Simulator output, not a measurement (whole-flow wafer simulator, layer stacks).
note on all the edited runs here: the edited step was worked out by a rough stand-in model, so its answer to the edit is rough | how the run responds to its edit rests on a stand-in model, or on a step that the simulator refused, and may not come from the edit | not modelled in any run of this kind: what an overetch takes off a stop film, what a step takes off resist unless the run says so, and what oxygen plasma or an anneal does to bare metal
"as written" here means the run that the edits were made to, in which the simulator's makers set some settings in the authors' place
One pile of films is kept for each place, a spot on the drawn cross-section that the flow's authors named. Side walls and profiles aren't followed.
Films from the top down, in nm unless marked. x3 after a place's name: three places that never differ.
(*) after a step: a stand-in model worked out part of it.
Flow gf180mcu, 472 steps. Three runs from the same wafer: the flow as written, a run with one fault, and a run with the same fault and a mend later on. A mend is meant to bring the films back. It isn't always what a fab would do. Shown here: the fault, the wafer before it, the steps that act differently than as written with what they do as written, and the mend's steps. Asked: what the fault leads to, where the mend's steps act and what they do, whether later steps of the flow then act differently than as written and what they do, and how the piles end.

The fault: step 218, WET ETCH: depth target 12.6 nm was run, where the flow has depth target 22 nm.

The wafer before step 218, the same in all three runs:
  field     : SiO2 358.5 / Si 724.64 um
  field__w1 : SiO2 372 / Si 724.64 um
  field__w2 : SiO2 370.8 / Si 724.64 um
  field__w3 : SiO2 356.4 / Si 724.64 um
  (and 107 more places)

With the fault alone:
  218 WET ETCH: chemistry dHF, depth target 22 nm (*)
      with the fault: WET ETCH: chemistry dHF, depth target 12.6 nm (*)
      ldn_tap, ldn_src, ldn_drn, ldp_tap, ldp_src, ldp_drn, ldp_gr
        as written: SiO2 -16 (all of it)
        with the fault: SiO2 -13.1
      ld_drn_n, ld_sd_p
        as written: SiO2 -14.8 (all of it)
        with the fault: SiO2 -12.8
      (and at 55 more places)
  Later steps of the flow that act differently than as written (6 more steps differ only slightly, by at most 2% or 0.5 nm, whichever is larger, and aren't shown):
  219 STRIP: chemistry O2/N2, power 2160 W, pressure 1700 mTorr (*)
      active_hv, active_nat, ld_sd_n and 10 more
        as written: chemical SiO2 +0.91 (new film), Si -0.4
        with the fault: nothing
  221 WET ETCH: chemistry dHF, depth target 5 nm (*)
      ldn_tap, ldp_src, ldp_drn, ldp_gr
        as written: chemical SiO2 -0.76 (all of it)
        with the fault: SiO2 -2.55 (all of it)
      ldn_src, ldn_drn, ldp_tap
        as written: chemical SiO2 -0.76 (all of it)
        with the fault: SiO2 -2.54 (all of it)
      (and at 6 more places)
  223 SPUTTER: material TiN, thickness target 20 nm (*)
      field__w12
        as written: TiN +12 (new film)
        with the fault: TiN +12.6 (new film)
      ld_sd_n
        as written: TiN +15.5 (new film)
        with the fault: TiN +16.2 (new film)
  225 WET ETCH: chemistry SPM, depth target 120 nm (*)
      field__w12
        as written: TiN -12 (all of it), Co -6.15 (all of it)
        with the fault: TiN -12.6 (all of it), Co -6.35 (all of it)
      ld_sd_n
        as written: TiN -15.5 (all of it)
        with the fault: TiN -16.2 (all of it)
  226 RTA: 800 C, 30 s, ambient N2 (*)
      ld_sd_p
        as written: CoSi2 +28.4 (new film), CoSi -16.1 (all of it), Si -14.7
        with the fault: CoSi2 +29.1 (new film), CoSi -16.5 (all of it), Si -15.1
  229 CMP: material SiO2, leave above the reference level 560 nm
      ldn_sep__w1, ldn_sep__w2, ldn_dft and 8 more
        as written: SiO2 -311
        with the fault: SiO2 -321.4
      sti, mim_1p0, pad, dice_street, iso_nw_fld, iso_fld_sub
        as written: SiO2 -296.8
        with the fault: SiO2 -307.2
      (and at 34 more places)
  At the end the piles differ from the flow's by more than 2% or 0.5 nm, whichever is larger, at ld_sd_p.
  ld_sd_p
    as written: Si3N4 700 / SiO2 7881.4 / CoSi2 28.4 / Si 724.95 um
    with the fault: Si3N4 700 / SiO2 7880.8 / CoSi2 29.1 / Si 724.95 um

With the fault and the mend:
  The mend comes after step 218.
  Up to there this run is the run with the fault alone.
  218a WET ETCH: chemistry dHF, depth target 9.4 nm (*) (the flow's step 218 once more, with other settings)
      field, field__w1, field__w2 and 47 more
        SiO2 -9.4
      ldn_tap, ldp_src, ldp_drn, ldp_gr
        SiO2 -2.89 (all of it)
      ldn_src, ldn_drn, ldp_tap
        SiO2 -2.88 (all of it)
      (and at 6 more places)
  No later step of the flow acts differently than as written, at any place that is followed, by more than 2% or 0.5 nm, whichever is larger.
  At the end the piles differ from the flow's only slightly at the places that both follow, by at most 2% or 0.5 nm, whichever is larger.
